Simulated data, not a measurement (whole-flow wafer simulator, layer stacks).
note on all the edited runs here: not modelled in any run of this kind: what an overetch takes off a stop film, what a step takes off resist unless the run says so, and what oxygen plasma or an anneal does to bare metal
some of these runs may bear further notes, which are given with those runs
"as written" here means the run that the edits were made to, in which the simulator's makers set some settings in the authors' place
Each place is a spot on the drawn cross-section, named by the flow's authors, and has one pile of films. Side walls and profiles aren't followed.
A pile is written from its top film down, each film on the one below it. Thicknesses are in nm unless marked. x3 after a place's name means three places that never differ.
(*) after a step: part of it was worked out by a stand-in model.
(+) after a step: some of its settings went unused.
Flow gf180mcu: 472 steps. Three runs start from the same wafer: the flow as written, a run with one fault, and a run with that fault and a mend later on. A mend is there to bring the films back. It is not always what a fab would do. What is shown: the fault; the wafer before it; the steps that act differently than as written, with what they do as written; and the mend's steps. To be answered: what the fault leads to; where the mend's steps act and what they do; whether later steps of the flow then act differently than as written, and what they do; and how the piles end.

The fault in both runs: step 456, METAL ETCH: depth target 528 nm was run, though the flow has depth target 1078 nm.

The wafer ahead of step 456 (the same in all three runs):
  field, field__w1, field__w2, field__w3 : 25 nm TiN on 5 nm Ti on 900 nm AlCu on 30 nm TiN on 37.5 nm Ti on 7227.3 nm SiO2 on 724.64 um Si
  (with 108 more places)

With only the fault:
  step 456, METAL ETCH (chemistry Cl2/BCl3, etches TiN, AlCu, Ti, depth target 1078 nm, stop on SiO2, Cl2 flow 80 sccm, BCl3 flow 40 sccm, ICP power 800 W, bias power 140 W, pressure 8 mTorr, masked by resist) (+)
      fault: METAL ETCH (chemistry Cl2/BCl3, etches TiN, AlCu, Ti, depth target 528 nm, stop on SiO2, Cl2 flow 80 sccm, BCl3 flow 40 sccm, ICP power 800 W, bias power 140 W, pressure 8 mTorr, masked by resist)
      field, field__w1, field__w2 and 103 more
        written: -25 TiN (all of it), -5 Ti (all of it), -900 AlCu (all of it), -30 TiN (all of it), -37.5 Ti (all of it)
        fault: -25 TiN (all of it), -5 Ti (all of it), -498 AlCu
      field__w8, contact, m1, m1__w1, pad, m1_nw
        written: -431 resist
        fault: -211.2 resist
  Steps further on in the flow that do not act as written:
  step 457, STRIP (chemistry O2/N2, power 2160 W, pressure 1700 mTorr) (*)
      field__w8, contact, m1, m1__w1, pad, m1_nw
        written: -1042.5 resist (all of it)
        fault: -1262.3 resist (all of it)
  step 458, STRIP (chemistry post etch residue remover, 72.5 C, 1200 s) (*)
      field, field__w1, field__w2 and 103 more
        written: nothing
        fault: -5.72 AlCu
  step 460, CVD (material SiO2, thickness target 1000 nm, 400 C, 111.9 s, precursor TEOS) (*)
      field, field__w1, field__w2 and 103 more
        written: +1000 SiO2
        fault: +1000 SiO2 (new film)
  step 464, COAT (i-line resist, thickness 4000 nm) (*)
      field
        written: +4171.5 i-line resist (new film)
        fault: +4077.7 i-line resist (new film)
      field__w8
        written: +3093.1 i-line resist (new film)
        fault: +3508.2 i-line resist (new film)
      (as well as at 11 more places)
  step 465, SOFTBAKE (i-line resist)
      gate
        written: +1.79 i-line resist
        fault: -1.11 i-line resist
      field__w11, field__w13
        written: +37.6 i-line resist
        fault: +16.2 i-line resist
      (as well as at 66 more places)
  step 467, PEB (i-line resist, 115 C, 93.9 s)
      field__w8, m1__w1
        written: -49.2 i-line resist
        fault: -57.7 i-line resist
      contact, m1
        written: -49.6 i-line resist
        fault: -57.9 i-line resist
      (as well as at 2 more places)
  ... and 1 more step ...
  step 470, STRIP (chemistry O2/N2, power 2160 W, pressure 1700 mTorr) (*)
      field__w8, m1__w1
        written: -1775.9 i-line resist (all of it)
        fault: -2220.6 i-line resist (all of it)
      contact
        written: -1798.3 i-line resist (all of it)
        fault: -2229.5 i-line resist (all of it)
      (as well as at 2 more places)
  At field, field__w1, field__w2 and 103 more, the piles at the end differ from the flow's by more than 2% or 0.5 nm, whichever is larger.
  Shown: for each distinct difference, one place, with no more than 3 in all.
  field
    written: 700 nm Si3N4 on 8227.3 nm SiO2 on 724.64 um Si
    fault: 700 nm Si3N4 on 1000 nm SiO2 on 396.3 nm AlCu on 30 nm TiN on 37.5 nm Ti on 7227.3 nm SiO2 on 724.64 um Si
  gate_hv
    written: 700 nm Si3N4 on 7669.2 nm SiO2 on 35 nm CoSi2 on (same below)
    fault: 700 nm Si3N4 on 1000 nm SiO2 on 396.3 nm AlCu on 30 nm TiN on 37.5 nm Ti on 6669.2 nm SiO2 on 35 nm CoSi2 on (same below)
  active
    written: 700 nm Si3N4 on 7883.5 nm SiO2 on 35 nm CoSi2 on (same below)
    fault: 700 nm Si3N4 on 1000 nm SiO2 on 396.3 nm AlCu on 30 nm TiN on 37.5 nm Ti on 6883.5 nm SiO2 on 35 nm CoSi2 on (same below)

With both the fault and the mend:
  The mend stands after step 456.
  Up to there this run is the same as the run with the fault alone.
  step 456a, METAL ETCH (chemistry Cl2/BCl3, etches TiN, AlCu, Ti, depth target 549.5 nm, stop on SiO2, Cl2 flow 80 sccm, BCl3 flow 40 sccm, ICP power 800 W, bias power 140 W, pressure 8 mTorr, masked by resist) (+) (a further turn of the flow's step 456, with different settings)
      field, field__w1, field__w2 and 103 more
        -402 AlCu (all of it), -30 TiN (all of it), -37.5 Ti (all of it)
      field__w8, contact, m1, m1__w1, pad, m1_nw
        -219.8 resist
  Later steps of the flow that are run all act as written at every place that is followed.
  The piles end the same as the flow's at every place that both follow.
